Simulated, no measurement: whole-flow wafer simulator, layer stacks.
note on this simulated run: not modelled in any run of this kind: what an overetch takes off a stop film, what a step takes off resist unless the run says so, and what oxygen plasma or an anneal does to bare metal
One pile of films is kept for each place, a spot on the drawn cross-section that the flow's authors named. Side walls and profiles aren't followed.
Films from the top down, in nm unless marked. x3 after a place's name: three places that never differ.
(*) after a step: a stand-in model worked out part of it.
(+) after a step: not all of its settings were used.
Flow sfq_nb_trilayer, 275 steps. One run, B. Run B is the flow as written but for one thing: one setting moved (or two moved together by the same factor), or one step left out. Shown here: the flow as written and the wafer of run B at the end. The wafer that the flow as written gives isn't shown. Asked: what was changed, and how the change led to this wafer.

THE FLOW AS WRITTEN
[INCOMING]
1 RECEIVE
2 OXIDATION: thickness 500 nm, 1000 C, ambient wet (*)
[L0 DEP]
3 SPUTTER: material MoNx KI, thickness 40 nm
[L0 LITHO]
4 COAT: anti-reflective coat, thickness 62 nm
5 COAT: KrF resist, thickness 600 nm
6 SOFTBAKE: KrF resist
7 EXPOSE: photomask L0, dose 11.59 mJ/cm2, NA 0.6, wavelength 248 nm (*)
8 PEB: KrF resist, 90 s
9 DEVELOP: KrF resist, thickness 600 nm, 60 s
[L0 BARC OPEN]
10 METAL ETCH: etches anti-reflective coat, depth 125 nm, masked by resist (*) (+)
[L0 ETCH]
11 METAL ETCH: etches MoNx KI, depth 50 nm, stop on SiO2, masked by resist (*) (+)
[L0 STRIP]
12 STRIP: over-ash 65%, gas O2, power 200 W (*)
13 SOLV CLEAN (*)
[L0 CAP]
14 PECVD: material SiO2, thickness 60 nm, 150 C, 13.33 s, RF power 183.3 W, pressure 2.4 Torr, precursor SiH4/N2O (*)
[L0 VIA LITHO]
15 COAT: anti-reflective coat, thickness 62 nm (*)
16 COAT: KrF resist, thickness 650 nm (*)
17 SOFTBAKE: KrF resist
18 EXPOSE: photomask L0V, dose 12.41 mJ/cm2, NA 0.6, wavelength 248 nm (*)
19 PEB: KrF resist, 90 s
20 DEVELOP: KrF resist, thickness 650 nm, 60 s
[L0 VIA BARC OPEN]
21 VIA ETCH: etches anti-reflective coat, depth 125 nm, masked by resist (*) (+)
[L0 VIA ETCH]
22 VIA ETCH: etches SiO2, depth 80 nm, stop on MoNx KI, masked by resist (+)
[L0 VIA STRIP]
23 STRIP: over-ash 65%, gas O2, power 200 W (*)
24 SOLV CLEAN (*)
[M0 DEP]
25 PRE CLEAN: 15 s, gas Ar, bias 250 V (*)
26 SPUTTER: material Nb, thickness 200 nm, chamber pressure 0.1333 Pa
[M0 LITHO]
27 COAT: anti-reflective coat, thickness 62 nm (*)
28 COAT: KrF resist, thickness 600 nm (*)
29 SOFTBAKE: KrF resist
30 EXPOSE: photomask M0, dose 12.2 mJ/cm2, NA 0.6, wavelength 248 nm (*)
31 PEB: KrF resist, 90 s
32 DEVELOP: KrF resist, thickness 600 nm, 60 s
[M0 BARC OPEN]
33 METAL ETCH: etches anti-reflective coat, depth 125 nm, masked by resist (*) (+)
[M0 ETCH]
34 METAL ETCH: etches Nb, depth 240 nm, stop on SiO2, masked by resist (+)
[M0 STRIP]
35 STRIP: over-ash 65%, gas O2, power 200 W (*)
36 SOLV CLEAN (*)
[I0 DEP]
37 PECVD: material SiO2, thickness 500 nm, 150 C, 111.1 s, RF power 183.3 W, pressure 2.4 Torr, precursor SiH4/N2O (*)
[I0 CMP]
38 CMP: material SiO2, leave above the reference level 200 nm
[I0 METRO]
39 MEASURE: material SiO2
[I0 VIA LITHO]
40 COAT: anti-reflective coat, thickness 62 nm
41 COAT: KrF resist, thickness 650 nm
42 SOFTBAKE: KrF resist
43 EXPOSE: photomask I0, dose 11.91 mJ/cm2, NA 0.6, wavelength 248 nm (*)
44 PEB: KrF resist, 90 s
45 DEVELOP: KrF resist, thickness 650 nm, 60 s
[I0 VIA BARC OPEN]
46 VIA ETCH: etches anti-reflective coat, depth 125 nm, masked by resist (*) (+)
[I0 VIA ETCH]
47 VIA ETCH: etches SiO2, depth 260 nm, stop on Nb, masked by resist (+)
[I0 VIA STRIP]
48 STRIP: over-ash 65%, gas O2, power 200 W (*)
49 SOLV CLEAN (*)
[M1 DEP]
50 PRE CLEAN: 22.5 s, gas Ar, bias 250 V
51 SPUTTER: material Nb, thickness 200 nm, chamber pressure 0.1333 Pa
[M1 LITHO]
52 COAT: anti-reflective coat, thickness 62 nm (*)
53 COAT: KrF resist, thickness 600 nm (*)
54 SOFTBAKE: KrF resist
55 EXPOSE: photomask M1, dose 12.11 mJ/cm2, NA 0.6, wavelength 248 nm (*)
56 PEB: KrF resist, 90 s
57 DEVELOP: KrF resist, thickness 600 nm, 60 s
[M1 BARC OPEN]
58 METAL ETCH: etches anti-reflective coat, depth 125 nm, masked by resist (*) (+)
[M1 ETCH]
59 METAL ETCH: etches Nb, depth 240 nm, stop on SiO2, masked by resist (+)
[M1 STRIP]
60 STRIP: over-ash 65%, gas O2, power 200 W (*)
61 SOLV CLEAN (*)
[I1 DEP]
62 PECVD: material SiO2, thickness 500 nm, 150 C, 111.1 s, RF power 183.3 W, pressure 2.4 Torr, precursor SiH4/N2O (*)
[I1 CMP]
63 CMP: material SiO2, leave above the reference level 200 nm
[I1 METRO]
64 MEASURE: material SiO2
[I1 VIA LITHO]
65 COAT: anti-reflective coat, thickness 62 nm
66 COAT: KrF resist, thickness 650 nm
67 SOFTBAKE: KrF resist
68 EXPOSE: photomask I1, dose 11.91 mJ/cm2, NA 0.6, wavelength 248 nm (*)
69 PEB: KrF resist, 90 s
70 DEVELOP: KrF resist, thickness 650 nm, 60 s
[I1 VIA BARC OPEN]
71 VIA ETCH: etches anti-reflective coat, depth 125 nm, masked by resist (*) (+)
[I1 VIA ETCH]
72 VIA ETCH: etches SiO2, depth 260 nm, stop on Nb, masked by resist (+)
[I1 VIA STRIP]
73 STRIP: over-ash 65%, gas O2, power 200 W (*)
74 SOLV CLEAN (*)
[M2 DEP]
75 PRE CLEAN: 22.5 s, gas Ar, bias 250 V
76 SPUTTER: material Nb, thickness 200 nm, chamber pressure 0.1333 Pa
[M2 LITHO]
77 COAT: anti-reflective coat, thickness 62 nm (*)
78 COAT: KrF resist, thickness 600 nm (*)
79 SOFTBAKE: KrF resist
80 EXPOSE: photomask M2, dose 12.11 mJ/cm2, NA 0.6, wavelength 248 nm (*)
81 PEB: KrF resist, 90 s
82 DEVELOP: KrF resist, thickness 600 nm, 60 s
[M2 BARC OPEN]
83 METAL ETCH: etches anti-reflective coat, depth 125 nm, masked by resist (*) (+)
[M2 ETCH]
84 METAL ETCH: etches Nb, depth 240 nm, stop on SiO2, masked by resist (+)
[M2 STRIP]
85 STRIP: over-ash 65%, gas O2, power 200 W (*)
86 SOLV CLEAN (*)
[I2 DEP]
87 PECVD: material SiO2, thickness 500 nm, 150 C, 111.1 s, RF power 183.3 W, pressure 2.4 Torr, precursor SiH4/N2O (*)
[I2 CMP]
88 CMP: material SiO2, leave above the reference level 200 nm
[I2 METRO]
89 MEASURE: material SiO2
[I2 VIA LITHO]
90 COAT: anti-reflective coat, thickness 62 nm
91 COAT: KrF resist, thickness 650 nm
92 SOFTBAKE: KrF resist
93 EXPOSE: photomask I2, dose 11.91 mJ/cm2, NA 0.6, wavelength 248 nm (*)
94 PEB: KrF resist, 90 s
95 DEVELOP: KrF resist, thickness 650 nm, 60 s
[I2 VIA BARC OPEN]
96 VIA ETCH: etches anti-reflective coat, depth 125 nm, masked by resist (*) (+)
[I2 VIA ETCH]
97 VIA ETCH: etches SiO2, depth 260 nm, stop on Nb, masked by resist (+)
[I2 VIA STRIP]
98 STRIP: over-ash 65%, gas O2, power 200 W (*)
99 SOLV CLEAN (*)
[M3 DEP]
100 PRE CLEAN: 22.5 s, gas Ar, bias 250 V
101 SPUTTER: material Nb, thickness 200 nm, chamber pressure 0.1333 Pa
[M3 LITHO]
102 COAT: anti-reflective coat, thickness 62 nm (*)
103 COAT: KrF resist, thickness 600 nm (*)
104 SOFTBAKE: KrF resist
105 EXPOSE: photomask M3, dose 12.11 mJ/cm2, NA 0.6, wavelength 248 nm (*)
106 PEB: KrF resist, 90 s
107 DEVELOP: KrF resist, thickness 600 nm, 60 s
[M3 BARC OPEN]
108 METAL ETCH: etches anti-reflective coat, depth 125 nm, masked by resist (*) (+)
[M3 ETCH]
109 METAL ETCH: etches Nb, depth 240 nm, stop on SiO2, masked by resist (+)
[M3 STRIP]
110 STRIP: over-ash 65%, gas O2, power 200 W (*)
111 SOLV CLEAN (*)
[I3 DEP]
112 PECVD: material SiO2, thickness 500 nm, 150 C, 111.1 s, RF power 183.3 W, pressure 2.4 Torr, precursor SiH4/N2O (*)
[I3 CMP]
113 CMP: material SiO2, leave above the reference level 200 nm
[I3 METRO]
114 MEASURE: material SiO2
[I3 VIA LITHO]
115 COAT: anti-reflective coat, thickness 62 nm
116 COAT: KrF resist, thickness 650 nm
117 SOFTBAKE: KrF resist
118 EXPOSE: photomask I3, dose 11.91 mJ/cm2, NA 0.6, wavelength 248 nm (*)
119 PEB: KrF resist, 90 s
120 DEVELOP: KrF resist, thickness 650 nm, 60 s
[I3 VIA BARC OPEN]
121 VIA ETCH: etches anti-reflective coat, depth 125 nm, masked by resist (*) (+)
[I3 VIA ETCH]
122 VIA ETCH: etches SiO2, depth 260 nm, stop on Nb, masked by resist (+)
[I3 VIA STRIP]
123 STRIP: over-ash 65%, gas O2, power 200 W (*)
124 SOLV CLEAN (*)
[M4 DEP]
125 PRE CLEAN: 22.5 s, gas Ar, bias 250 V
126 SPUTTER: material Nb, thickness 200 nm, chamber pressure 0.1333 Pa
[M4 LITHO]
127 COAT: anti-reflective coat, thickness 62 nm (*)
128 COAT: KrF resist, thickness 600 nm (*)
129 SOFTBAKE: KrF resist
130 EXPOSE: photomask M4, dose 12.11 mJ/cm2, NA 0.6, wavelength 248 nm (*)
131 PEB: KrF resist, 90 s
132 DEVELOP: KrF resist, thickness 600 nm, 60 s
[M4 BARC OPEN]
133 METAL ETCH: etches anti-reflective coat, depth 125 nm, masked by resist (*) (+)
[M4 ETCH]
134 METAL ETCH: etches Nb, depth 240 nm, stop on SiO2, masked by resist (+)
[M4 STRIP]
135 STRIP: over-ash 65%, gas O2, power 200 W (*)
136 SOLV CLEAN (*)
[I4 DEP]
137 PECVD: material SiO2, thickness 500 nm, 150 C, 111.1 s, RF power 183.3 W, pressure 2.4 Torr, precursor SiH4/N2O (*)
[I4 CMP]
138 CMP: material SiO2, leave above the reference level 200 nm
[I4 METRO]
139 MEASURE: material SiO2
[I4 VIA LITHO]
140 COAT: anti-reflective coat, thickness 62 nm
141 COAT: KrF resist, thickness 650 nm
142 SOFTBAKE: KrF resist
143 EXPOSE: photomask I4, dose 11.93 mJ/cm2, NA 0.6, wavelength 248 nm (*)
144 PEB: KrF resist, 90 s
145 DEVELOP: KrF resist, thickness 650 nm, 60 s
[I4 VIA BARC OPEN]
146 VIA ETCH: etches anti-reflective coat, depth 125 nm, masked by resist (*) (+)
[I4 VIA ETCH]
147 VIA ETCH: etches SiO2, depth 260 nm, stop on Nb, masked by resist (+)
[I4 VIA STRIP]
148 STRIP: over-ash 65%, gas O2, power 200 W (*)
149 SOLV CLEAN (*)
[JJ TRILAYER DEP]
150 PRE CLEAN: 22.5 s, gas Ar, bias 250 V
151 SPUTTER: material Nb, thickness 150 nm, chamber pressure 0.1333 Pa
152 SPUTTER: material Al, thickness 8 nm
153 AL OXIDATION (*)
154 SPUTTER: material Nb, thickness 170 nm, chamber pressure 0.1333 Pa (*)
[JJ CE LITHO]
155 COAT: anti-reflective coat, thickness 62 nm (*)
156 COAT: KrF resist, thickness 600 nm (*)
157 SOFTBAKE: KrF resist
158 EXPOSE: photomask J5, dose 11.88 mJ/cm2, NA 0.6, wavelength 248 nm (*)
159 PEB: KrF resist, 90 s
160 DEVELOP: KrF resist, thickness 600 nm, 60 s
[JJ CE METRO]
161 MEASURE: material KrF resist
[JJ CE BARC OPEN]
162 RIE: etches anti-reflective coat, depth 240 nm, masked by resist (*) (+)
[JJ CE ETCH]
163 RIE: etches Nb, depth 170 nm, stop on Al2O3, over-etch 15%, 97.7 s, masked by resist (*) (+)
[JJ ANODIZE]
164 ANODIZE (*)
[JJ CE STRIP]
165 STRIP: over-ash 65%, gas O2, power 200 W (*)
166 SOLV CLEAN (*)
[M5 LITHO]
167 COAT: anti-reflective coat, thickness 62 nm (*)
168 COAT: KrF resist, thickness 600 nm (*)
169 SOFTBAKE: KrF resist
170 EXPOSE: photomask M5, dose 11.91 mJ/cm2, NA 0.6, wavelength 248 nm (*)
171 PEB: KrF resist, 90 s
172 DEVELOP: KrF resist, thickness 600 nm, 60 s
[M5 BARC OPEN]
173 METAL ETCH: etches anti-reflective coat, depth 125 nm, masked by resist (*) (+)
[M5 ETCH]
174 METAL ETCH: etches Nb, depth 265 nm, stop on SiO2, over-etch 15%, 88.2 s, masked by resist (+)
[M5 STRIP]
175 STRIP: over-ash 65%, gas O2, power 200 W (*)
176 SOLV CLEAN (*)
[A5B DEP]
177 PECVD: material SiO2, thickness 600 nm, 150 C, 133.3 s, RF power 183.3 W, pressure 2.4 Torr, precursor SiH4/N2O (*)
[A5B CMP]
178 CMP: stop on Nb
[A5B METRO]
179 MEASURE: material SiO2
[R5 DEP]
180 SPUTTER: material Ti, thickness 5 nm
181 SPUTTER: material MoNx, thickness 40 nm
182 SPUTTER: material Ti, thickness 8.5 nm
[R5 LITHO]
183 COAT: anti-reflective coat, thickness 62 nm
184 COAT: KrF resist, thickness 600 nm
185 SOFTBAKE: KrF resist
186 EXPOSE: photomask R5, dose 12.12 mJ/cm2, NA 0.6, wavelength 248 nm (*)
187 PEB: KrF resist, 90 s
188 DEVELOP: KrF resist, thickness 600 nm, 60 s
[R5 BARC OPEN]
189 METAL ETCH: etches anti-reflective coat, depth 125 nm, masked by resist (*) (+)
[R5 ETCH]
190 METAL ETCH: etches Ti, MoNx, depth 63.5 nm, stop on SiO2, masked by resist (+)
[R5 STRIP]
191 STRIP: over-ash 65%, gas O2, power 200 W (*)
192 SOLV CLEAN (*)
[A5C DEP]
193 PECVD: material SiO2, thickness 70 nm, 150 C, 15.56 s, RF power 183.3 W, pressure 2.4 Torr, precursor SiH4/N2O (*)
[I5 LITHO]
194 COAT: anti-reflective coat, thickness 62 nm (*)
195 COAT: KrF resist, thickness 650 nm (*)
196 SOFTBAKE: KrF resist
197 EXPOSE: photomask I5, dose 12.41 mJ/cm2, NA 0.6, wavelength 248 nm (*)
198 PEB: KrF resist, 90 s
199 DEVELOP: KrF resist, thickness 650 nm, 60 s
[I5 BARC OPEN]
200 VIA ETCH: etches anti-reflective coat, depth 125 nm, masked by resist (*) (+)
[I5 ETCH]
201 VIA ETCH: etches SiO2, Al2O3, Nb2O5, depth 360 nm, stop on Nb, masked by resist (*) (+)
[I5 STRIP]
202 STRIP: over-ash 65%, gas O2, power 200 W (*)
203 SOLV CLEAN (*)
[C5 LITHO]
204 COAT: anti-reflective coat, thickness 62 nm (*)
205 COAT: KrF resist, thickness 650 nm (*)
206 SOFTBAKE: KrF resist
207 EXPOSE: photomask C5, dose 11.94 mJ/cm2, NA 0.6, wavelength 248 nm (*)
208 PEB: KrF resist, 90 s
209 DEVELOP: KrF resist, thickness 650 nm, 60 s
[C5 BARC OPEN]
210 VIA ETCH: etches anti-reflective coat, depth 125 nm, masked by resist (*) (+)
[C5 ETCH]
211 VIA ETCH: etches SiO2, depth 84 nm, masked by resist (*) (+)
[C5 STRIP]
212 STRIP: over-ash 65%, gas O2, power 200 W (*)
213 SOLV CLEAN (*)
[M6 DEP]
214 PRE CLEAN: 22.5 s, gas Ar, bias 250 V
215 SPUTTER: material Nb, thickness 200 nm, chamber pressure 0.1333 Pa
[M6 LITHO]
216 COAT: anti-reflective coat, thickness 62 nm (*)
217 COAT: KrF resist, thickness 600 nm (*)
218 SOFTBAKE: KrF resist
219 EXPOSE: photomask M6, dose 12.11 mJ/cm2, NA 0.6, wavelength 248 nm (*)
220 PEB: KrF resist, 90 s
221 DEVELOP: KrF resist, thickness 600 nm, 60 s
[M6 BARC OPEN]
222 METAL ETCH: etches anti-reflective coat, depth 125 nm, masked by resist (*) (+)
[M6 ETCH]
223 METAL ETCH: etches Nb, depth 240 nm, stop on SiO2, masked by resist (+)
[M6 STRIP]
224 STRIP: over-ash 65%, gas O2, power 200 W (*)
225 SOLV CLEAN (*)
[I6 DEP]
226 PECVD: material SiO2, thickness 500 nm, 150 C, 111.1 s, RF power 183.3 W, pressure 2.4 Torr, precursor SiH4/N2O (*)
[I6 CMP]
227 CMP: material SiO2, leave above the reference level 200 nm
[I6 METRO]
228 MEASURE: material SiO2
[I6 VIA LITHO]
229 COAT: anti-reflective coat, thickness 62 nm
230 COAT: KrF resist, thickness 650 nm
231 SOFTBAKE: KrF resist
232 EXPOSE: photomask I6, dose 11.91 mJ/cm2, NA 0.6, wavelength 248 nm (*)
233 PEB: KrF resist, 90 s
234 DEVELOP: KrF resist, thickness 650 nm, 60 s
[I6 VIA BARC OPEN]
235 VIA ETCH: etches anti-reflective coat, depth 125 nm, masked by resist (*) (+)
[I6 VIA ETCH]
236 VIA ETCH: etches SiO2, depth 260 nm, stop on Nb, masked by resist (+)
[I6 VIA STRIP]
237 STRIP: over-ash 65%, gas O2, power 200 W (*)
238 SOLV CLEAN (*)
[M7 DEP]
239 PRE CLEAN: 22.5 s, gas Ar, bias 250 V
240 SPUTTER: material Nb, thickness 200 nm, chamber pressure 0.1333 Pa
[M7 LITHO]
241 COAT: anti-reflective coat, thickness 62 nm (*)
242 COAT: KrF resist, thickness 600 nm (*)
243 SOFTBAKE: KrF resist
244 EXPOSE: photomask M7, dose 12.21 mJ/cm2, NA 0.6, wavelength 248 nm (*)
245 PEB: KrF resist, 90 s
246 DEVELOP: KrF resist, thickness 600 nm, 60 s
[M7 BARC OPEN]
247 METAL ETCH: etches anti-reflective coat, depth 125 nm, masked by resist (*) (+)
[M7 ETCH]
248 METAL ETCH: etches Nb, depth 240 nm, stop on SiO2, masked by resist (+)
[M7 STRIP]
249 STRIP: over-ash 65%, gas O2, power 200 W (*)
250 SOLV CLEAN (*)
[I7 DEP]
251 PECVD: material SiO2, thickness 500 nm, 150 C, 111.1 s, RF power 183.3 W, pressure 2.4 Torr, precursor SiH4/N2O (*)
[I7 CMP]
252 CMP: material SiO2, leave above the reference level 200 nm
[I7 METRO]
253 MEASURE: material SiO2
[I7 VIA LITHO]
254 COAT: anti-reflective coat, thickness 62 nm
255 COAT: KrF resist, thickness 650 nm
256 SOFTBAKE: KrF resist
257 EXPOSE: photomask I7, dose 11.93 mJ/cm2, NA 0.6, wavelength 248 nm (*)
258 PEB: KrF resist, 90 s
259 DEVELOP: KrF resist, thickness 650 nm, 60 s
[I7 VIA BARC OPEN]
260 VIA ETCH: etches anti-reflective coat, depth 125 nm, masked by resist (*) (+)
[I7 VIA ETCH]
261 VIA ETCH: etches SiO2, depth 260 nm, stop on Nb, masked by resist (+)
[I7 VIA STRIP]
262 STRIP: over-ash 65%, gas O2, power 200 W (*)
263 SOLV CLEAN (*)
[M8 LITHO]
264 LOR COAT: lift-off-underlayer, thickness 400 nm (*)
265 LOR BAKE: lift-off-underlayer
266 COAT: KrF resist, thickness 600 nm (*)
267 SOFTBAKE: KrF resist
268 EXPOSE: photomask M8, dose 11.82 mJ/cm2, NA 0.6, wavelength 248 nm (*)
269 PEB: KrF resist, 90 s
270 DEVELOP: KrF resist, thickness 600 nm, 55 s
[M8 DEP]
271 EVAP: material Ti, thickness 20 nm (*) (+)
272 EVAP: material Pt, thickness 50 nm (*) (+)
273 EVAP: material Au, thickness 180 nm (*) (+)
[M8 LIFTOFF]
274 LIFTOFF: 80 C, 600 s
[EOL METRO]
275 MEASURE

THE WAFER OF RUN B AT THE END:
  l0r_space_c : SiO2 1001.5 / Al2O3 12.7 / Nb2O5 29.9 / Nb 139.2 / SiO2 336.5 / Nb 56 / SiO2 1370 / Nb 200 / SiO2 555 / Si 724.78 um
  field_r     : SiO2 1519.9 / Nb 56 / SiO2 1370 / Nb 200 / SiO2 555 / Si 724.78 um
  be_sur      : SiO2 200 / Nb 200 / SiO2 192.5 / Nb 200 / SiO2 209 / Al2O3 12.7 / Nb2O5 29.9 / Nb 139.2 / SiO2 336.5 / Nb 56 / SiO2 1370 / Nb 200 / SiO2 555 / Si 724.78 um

The cause: step 134, METAL ETCH: depth 144 nm was run, where the flow has depth 240 nm.

How the change led to this, step by step:
  134 METAL ETCH: etches Nb, depth 240 nm, stop on SiO2, masked by resist (+)
      field_l, be, be_sur and 64 more: Nb -144 (as written it would be: Nb -200 (all of it))
      v_sur, via_wl, via_w and 36 more: KrF resist -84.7 (as written it would be: KrF resist -141.2)
  135 STRIP: over-ash 65%, gas O2, power 200 W (*)
      p4_fl x3, p4_w1 x9, p4_g1 x2 and 15 more: KrF resist -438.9 (all of it), anti-reflective coat -62 (all of it) (as written it would be: KrF resist -382.4 (all of it), anti-reflective coat -62 (all of it))
      ln_m5, lsp_m, ln_m6: KrF resist -438.4 (all of it), anti-reflective coat -61.8 (all of it) (as written it would be: KrF resist -381.9 (all of it), anti-reflective coat -61.8 (all of it))
      (and at 7 more places)
  137 PECVD: material SiO2, thickness 500 nm, 150 C, 111.1 s, RF power 183.3 W, pressure 2.4 Torr, precursor SiH4/N2O (*)
      field_l, be, be_sur and 55 more: SiO2 +500 (new film) (as written it would be: SiO2 +500)
      p3_s0 x6: SiO2 +501.1 (new film) (as written it would be: SiO2 +557.1)
      (and at 3 more places)
  138 CMP: material SiO2, leave above the reference level 200 nm
      field_l, be, be_sur and 55 more: SiO2 -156 (as written it would be: SiO2 -100)
      lsp_r, l0_sur, l0v: SiO2 -150.2 (as written it would be: SiO2 -91.9)
Counting metal films that touch as one body, l0r_space_c has 3 bodies (between them, from the top down: SiO2 336.5; SiO2 1370); the flow as written gives 2 bodies (between them, from the top down: SiO2 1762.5).
Counting metal films that touch as one body, field_r has 2 bodies (between them, from the top down: SiO2 1370); the flow as written gives 1 body.
Counting metal films that touch as one body, be_sur has 5 bodies (between them, from the top down: SiO2 192.5; SiO2 209 / Al2O3 12.7 / Nb2O5 29.9; SiO2 336.5; SiO2 1370); the flow as written gives 4 bodies (between them, from the top down: SiO2 192.5; SiO2 209 / Al2O3 12.7 / Nb2O5 29.9; SiO2 1762.5).
